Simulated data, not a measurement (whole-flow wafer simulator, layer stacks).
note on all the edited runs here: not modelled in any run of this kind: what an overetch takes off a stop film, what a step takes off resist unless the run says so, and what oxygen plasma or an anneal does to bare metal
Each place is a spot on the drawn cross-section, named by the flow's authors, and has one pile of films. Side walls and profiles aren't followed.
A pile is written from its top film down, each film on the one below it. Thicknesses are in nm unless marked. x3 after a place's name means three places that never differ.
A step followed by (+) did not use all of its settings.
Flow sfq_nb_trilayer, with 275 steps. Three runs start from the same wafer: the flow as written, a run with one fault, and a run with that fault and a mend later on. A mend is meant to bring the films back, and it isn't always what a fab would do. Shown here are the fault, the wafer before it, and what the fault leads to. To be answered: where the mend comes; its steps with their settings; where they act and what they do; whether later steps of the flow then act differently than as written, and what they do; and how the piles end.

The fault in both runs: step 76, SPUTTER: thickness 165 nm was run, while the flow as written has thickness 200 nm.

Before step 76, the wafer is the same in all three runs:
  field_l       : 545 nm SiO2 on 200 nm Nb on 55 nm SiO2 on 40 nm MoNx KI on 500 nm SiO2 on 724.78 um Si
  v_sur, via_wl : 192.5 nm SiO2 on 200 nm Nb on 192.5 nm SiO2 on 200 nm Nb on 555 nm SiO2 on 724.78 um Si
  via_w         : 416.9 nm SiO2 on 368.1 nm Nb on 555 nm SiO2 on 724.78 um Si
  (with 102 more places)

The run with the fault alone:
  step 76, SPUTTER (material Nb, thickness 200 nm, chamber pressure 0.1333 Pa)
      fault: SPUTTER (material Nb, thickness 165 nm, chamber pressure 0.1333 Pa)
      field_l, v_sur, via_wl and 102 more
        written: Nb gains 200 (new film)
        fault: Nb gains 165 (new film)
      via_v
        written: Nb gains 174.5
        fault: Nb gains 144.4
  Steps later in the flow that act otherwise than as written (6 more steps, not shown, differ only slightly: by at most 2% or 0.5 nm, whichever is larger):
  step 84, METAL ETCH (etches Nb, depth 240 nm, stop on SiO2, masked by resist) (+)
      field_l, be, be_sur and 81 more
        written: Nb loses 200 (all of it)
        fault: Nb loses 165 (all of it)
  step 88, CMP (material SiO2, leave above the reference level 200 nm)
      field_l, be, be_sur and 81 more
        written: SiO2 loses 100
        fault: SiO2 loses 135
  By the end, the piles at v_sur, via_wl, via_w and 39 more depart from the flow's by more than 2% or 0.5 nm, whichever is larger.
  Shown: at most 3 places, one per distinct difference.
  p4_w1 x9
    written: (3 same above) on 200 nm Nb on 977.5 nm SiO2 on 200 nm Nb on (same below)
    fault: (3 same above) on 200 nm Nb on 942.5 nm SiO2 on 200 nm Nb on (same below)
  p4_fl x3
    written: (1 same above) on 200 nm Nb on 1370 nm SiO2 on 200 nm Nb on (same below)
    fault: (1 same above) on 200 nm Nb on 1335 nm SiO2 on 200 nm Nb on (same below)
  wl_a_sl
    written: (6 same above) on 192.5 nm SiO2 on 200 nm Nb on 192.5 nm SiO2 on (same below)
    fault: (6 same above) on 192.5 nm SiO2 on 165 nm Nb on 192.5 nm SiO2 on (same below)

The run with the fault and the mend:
  The mend follows step 76.
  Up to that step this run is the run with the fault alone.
  step 76a, SPUTTER (material Nb, thickness 35 nm, chamber pressure 0.1333 Pa) (a further turn of the flow's step 76, with different settings)
      field_l, v_sur, via_wl and 102 more
        Nb gains 35
      via_v
        Nb gains 27.1
  None of the later steps of the flow differs from how it acts as written, at any place that is followed, by more than 2% or 0.5 nm, whichever is larger.
  At the end the piles are close to the flow's at the places that both follow, differing by at most 2% or 0.5 nm, whichever is larger.
